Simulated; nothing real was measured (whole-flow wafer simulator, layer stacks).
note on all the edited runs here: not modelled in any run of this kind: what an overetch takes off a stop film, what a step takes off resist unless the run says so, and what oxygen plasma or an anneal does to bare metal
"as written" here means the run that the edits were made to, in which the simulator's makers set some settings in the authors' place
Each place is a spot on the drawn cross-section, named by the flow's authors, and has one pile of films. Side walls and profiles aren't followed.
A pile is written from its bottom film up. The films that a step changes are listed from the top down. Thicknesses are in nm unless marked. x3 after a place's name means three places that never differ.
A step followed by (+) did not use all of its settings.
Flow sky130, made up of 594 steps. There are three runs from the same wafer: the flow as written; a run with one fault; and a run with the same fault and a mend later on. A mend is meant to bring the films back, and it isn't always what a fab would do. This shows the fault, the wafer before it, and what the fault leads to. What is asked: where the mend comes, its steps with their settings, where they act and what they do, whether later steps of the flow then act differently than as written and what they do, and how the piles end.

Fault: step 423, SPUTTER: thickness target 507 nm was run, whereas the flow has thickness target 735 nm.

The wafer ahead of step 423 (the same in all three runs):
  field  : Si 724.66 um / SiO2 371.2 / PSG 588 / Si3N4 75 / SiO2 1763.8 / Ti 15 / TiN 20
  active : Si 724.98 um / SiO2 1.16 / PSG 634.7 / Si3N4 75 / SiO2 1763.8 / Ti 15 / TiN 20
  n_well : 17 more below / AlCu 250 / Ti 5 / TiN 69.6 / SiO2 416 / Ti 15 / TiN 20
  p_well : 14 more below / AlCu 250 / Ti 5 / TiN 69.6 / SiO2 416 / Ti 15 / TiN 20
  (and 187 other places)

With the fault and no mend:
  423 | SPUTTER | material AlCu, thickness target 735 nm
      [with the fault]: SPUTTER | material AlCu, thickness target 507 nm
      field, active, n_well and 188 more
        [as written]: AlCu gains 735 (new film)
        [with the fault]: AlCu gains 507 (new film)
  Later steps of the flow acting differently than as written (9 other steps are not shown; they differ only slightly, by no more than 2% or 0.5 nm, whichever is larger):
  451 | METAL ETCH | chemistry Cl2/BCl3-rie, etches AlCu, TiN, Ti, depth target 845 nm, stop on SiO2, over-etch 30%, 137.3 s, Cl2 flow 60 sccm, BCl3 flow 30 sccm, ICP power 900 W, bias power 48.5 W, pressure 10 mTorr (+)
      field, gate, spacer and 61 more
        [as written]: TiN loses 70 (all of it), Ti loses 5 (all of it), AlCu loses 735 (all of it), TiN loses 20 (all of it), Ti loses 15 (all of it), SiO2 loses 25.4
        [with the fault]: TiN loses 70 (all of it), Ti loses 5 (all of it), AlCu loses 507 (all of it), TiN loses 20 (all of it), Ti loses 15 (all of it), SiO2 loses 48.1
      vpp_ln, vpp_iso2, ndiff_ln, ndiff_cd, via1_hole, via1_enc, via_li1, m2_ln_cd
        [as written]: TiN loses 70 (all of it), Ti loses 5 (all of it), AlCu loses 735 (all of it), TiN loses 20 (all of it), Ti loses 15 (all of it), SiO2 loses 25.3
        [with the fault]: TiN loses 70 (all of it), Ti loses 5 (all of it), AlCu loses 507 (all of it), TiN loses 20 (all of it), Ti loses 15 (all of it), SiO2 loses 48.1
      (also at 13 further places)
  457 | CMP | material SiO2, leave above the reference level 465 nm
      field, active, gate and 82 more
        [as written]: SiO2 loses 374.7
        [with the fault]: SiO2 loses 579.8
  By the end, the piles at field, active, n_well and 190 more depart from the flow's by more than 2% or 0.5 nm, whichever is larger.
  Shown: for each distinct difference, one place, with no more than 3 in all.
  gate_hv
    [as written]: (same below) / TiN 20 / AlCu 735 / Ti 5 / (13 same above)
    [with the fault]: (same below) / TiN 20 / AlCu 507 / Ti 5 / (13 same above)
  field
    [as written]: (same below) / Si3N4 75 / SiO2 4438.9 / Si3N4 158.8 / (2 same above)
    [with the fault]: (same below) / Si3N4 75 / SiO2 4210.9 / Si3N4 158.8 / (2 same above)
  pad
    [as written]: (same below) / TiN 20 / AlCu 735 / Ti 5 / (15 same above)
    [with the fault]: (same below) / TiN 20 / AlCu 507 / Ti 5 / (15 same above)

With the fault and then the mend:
  After step 423 comes the mend.
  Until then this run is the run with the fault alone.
  423a | SPUTTER | material AlCu, thickness target 228 nm (the flow's step 423 again, with other settings)
      field, active, n_well and 188 more
        AlCu gains 228
  Every later step of the flow that is run acts as written at every place that is followed.
  By the end, the piles equal the flow's at every place that both follow.
